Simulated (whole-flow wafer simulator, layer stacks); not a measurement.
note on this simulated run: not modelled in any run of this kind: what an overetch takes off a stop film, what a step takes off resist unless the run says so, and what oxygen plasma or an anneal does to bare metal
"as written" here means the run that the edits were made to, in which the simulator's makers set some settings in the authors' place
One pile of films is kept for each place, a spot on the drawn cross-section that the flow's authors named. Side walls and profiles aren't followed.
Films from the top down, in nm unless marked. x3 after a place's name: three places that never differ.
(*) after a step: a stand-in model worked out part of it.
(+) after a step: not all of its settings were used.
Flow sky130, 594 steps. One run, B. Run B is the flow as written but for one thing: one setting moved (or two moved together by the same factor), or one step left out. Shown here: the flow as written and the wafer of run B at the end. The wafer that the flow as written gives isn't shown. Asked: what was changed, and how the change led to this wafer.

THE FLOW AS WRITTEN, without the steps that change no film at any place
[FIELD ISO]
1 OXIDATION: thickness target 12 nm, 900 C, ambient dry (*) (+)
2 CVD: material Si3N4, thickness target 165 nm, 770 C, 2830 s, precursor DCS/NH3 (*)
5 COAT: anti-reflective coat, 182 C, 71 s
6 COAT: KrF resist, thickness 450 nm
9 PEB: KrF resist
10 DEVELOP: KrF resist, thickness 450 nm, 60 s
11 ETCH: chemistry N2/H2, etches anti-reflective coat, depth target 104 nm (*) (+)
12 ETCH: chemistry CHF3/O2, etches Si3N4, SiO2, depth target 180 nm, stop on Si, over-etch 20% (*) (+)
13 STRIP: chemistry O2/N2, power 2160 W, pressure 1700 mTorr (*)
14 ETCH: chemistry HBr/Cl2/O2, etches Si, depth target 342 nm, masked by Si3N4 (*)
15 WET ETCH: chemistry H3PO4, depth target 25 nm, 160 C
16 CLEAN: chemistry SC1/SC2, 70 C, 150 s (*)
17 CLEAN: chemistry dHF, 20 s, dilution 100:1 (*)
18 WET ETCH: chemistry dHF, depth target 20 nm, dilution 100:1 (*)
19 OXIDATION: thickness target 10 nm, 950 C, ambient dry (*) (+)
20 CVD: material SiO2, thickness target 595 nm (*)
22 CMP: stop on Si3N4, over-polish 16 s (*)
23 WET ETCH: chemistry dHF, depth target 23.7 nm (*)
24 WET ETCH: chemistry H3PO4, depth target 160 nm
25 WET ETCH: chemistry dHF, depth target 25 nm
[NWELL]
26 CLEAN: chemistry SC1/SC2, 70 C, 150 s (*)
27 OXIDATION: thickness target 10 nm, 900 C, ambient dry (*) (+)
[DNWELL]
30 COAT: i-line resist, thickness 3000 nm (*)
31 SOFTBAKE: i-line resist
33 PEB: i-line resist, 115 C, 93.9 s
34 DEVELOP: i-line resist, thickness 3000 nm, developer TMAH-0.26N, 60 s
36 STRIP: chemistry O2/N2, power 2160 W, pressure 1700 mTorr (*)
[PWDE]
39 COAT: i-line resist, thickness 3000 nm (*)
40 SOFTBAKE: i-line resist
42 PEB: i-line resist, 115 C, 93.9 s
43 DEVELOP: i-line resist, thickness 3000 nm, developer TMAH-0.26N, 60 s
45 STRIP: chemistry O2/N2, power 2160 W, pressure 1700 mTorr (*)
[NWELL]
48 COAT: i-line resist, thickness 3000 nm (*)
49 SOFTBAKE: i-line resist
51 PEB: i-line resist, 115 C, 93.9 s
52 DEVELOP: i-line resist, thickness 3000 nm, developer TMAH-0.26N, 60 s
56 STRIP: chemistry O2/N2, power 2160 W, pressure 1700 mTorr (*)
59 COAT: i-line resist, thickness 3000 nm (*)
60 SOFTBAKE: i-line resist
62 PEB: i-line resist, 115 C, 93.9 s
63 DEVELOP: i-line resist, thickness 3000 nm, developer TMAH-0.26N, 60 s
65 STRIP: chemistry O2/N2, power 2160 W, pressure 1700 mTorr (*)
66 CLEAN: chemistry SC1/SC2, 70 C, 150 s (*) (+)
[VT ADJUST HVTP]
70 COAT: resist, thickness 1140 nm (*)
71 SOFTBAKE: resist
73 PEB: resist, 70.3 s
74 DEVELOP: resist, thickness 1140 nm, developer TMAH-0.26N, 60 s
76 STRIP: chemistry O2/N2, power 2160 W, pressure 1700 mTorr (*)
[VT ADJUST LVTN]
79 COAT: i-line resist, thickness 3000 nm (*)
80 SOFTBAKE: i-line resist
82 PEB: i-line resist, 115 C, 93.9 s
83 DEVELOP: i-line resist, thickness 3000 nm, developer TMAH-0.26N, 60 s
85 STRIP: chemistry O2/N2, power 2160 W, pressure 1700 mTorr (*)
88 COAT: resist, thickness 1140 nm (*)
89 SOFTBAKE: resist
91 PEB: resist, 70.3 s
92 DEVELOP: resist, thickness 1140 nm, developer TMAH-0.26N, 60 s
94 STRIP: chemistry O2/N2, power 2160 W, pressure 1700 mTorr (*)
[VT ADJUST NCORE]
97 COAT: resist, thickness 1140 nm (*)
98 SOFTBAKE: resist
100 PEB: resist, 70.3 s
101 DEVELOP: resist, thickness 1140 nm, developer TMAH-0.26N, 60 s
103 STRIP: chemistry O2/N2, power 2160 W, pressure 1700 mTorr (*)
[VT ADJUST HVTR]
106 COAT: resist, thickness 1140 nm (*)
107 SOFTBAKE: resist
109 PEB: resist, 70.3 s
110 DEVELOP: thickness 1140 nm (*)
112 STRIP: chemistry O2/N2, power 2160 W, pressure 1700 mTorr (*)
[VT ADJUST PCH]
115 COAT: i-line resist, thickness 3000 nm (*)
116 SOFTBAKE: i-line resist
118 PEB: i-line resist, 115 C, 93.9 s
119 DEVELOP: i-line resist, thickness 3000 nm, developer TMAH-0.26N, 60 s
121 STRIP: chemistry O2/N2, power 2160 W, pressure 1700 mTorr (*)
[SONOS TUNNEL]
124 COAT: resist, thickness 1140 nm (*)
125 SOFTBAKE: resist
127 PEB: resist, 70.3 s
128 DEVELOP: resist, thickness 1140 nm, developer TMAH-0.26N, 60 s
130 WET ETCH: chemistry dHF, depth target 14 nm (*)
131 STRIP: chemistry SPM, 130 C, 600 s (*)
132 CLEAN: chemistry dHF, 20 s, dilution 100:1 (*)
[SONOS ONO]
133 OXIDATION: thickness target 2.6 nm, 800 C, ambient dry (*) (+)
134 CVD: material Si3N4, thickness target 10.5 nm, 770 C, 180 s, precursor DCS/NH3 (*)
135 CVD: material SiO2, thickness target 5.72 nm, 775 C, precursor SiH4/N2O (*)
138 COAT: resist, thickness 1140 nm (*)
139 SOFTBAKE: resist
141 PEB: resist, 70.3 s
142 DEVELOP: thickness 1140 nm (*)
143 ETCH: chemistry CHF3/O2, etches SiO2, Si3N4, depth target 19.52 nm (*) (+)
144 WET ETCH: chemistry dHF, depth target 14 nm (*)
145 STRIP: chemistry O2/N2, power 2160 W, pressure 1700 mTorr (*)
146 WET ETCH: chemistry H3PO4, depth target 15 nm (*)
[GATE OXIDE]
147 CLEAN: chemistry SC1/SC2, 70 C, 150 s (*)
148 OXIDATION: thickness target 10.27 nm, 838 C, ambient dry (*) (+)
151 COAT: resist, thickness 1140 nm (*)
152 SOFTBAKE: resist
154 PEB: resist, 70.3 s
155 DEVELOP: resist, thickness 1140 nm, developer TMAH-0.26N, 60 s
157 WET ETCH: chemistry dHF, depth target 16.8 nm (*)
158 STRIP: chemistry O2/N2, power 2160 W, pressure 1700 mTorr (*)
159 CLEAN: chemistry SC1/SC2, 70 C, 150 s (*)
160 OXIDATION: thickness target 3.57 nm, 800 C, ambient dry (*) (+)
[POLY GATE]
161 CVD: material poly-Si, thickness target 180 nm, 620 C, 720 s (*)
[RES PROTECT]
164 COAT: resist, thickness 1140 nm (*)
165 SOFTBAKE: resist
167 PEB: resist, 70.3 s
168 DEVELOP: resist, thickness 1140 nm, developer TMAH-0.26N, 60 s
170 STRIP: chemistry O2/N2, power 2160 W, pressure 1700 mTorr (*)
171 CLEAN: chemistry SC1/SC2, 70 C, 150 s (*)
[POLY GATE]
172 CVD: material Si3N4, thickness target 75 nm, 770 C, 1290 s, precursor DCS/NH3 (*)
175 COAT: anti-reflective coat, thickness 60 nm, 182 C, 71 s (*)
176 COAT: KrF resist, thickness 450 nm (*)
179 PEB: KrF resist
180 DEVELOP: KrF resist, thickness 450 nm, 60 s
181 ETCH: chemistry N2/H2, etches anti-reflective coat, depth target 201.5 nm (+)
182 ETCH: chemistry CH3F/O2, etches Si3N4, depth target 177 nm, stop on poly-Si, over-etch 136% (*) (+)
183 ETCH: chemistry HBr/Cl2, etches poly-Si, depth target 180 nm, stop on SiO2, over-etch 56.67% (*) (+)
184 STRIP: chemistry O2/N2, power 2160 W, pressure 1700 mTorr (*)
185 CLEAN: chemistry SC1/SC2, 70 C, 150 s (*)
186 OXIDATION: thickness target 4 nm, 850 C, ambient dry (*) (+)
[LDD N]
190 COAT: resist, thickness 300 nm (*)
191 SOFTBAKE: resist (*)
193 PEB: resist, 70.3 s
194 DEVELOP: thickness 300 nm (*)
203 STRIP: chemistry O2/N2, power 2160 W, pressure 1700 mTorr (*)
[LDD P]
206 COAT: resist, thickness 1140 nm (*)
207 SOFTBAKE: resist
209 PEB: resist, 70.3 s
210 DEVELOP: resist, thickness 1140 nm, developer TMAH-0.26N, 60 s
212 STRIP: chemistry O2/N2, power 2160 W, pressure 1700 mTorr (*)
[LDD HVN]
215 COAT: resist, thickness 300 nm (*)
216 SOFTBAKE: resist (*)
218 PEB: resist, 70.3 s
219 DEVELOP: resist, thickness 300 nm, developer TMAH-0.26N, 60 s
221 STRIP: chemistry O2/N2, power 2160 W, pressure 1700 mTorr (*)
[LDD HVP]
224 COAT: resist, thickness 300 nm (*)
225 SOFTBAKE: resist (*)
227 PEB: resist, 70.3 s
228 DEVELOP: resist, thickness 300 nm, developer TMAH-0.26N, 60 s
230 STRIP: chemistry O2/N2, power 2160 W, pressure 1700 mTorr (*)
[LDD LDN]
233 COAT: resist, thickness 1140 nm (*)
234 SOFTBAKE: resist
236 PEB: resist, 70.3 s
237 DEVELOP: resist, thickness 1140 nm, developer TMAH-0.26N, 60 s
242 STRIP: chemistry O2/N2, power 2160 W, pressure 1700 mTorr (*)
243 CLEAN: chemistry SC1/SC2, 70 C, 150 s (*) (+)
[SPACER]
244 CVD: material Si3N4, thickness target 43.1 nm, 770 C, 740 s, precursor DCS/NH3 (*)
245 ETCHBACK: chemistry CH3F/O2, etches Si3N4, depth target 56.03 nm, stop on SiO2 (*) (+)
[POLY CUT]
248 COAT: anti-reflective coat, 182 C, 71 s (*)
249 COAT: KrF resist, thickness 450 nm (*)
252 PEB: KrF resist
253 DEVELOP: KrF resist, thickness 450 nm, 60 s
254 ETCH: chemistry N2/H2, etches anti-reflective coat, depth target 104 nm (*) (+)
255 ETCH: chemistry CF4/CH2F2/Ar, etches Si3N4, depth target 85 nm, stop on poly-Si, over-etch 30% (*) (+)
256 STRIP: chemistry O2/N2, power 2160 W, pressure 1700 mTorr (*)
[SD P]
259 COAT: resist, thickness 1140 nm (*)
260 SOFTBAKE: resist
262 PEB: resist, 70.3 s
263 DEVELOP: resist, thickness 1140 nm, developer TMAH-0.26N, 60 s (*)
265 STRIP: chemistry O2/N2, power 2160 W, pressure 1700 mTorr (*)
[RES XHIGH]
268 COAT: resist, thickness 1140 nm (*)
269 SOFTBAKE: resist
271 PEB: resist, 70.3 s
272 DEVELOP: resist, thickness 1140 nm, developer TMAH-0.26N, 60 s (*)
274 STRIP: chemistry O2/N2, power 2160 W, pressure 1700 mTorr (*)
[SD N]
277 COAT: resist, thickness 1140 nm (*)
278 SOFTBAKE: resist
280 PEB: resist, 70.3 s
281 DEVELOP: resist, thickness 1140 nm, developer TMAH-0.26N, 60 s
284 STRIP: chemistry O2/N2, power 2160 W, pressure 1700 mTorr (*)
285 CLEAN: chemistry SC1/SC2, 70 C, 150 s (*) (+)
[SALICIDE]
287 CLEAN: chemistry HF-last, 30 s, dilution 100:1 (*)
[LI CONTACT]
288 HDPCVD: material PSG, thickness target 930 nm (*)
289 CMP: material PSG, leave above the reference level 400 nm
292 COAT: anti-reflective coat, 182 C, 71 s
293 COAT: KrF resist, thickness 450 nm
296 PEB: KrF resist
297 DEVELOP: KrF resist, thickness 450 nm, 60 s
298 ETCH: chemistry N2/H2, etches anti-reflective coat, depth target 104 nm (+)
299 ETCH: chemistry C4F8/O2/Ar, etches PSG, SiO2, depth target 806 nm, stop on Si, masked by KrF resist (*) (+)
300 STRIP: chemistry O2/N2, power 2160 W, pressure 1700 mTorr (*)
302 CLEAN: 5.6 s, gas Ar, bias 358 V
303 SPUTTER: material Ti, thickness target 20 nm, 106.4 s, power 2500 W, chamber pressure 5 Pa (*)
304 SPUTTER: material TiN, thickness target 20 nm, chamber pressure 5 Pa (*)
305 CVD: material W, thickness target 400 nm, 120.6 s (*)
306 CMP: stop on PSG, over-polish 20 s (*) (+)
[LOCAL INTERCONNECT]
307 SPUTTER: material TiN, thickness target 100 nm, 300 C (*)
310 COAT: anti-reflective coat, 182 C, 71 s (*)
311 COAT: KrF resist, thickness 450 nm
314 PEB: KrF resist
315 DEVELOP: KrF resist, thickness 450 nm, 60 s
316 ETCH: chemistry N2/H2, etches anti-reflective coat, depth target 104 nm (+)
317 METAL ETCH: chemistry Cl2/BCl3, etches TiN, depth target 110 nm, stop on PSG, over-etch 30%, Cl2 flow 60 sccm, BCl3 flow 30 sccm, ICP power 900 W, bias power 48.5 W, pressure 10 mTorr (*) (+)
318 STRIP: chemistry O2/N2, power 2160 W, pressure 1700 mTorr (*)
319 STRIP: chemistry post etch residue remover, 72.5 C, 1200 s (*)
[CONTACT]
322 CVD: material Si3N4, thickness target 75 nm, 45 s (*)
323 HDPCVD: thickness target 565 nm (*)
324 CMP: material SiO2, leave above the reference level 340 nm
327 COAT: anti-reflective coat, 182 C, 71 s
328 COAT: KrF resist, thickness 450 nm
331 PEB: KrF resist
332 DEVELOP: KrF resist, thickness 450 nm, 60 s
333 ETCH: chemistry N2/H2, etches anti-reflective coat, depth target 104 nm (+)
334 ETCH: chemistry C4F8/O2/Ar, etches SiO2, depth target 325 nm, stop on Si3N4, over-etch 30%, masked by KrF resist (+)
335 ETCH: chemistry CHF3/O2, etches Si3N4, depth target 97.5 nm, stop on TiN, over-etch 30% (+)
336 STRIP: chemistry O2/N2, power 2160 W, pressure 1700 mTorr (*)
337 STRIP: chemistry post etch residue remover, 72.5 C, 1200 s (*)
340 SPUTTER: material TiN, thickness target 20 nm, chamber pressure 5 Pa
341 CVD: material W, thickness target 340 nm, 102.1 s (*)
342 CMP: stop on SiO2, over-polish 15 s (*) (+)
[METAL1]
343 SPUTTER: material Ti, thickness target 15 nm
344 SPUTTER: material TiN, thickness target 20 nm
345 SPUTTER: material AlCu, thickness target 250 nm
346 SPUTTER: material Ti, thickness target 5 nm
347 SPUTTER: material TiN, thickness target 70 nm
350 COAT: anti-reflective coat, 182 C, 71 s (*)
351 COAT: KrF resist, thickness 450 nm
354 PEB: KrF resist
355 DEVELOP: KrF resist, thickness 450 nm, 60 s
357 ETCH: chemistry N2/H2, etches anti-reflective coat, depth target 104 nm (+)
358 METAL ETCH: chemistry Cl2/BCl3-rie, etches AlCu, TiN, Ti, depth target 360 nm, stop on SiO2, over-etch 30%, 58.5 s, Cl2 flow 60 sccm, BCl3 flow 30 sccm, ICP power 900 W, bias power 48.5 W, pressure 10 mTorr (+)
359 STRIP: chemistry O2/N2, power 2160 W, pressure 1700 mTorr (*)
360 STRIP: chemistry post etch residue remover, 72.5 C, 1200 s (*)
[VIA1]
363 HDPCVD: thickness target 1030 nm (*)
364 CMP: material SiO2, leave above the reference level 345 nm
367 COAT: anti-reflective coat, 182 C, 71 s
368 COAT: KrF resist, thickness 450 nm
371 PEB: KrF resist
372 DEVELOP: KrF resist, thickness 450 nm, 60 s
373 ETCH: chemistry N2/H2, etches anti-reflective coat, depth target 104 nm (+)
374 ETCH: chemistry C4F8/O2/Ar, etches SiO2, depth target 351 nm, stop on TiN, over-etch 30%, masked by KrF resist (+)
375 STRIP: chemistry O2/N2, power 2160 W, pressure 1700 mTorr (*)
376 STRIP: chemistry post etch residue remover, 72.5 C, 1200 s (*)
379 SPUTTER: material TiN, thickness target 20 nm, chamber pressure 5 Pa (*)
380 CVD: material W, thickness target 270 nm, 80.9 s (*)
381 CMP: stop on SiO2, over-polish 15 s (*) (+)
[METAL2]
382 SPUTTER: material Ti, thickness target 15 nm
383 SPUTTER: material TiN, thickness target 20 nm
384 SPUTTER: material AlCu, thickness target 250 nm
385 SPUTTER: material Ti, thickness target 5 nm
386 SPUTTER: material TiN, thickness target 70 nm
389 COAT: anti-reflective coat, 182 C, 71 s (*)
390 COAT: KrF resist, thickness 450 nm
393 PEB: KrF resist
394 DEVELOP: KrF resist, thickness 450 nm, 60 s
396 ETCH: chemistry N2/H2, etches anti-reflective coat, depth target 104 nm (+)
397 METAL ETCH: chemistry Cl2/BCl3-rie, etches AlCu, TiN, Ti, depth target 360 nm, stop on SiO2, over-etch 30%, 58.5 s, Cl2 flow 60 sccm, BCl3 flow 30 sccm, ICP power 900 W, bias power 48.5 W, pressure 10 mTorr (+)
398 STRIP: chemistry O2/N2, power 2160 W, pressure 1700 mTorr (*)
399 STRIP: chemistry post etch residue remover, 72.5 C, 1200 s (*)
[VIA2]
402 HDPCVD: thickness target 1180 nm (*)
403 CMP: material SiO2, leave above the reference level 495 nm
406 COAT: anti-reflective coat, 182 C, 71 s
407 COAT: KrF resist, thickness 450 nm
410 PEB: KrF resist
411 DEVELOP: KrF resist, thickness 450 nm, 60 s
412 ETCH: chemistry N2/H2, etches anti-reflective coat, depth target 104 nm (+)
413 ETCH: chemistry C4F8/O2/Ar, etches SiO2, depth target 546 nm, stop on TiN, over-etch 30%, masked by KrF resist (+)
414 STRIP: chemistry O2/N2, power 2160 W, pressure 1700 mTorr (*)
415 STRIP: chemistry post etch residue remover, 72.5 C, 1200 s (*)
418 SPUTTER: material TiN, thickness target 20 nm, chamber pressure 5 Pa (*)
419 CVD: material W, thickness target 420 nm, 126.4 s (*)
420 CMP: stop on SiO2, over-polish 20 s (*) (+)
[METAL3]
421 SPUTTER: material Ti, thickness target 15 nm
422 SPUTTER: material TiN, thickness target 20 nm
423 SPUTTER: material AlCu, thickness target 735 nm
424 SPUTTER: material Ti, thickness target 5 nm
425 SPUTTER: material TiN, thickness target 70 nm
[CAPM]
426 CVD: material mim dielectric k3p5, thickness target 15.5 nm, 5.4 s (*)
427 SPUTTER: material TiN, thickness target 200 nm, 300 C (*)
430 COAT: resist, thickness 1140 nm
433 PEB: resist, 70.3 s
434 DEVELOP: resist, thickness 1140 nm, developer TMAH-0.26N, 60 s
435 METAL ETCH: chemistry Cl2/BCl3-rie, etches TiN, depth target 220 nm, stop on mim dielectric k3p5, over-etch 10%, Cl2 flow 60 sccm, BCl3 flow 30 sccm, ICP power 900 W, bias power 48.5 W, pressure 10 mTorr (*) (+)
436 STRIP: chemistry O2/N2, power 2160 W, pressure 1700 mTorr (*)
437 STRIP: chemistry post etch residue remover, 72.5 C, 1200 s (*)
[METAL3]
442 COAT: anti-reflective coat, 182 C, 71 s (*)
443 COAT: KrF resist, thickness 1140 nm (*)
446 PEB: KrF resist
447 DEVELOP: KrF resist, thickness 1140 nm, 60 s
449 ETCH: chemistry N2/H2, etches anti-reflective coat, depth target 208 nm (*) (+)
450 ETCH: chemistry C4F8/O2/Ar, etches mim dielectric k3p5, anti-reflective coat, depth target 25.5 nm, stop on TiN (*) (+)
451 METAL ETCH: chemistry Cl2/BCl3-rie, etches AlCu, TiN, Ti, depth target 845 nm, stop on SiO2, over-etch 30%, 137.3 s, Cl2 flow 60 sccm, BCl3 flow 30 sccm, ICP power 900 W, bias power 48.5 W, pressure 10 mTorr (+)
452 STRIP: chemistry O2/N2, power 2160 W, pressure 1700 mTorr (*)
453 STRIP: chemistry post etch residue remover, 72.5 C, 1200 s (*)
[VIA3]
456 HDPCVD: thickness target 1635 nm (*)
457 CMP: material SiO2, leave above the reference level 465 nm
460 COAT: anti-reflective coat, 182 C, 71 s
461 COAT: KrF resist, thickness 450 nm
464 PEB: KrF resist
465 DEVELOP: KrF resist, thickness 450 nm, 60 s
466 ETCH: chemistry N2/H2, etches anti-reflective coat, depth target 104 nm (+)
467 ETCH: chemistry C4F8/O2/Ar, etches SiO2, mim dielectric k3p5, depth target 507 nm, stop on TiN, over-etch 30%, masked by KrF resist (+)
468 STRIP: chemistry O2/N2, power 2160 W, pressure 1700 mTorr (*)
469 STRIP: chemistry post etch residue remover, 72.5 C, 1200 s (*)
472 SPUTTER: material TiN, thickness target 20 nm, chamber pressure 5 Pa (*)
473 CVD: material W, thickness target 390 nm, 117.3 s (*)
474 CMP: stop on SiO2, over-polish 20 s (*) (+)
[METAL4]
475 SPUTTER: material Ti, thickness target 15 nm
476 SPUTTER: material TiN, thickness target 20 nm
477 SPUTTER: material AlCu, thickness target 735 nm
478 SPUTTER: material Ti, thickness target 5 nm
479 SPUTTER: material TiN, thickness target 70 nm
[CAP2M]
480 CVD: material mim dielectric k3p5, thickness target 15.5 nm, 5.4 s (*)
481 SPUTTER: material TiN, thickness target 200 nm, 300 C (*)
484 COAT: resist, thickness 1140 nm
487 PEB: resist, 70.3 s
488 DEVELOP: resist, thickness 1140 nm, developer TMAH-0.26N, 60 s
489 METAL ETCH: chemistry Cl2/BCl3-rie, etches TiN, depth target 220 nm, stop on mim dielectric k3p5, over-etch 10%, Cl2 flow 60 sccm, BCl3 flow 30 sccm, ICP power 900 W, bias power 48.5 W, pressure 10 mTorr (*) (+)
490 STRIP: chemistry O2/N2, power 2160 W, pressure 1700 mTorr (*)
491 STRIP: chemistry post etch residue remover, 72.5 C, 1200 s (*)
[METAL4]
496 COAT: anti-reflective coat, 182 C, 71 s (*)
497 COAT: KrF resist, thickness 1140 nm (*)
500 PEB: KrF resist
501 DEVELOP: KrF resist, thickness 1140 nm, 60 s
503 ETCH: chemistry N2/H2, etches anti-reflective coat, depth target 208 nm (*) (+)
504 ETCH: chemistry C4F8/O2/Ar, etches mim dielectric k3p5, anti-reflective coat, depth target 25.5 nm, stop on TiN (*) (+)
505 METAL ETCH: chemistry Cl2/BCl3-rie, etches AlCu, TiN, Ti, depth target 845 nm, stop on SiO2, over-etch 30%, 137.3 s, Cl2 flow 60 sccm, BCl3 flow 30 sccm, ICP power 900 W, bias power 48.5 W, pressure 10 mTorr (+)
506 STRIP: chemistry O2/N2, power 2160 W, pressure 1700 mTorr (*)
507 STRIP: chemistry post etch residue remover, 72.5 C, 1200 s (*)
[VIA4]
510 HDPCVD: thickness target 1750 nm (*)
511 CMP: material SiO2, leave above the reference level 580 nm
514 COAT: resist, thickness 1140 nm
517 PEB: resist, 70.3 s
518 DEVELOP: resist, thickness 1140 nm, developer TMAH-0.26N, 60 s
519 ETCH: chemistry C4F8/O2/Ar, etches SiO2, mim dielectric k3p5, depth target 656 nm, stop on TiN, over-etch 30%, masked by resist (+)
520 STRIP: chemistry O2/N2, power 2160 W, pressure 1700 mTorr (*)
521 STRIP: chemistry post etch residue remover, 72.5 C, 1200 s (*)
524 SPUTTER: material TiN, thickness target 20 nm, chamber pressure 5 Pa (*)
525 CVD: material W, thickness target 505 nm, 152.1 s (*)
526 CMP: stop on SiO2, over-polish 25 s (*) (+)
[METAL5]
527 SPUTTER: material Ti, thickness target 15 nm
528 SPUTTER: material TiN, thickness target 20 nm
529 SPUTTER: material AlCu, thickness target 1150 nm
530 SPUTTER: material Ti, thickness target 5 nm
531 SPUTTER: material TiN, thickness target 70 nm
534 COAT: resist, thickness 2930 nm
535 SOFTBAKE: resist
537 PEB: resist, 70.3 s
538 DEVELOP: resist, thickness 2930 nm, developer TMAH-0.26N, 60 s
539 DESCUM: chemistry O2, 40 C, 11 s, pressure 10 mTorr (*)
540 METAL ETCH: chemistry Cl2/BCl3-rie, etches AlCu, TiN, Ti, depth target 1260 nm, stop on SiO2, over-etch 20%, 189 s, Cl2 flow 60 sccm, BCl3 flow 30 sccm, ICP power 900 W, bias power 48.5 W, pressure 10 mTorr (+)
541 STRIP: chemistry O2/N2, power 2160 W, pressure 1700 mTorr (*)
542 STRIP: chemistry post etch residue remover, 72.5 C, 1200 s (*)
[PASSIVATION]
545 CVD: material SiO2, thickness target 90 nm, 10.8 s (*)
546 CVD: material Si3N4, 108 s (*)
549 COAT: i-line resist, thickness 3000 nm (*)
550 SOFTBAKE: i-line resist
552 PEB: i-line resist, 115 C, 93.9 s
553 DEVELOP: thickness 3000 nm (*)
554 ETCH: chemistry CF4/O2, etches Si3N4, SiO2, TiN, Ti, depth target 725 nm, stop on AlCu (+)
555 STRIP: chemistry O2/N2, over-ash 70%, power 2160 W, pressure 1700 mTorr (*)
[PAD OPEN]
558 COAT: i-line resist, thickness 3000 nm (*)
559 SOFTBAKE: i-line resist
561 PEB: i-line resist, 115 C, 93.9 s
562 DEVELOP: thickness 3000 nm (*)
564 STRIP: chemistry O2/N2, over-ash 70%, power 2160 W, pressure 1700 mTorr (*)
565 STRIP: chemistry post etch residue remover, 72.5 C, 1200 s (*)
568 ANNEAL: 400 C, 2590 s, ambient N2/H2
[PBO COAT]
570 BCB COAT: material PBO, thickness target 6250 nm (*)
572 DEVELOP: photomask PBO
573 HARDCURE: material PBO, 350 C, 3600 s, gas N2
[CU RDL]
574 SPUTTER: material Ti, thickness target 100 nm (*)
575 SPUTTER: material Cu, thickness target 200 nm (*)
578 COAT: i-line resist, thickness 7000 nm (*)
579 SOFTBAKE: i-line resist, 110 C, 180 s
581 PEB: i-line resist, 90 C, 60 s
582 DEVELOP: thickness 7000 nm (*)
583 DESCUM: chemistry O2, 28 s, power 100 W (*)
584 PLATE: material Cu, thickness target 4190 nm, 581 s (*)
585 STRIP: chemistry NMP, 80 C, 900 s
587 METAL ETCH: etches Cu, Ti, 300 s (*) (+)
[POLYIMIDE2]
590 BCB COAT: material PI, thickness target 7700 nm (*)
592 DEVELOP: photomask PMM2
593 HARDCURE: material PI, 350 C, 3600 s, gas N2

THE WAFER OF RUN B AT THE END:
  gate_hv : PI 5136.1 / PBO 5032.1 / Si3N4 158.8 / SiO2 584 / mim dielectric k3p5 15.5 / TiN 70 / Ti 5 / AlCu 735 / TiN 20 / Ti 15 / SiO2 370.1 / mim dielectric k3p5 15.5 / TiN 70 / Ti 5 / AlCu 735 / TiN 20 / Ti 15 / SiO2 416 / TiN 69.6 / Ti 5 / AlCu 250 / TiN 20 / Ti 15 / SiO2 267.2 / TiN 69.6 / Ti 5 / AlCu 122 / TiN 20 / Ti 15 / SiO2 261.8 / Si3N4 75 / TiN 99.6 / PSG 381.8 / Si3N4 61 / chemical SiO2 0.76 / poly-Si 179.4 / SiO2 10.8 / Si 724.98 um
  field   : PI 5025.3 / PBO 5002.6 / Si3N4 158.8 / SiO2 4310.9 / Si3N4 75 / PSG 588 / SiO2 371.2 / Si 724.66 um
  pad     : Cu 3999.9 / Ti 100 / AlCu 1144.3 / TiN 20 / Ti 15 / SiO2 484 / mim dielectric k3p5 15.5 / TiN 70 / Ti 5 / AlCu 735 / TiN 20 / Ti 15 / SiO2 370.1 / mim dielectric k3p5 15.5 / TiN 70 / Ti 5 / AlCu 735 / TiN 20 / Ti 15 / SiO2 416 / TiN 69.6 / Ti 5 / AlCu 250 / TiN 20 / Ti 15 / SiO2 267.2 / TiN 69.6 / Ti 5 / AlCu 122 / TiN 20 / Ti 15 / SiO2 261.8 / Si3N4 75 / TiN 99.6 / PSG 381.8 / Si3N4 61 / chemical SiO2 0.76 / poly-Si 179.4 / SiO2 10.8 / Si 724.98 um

The cause: step 345, SPUTTER: thickness target 122 nm was run, where the flow has thickness target 250 nm.
It can be read off the wafer: gate_hv has AlCu 122, and step 345 as written asks for 250 nm.

How the change led to this, step by step:
  345 SPUTTER: material AlCu, thickness target 250 nm
      field, active, n_well and 188 more: AlCu +122 (new film) (as written it would be: AlCu +250 (new film))
  358 METAL ETCH: chemistry Cl2/BCl3-rie, etches AlCu, TiN, Ti, depth target 360 nm, stop on SiO2, over-etch 30%, 58.5 s, Cl2 flow 60 sccm, BCl3 flow 30 sccm, ICP power 900 W, bias power 48.5 W, pressure 10 mTorr (+)
      field, active, gate and 81 more: TiN -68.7 (all of it), Ti -5 (all of it), AlCu -122 (all of it), TiN -20 (all of it), Ti -15 (all of it), SiO2 -23.7 (as written it would be: TiN -68.7 (all of it), Ti -5 (all of it), AlCu -250 (all of it), TiN -20 (all of it), Ti -15 (all of it), SiO2 -10.9)
  364 CMP: material SiO2, leave above the reference level 345 nm
      field, active, gate and 81 more: SiO2 -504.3 (as written it would be: SiO2 -389.1)
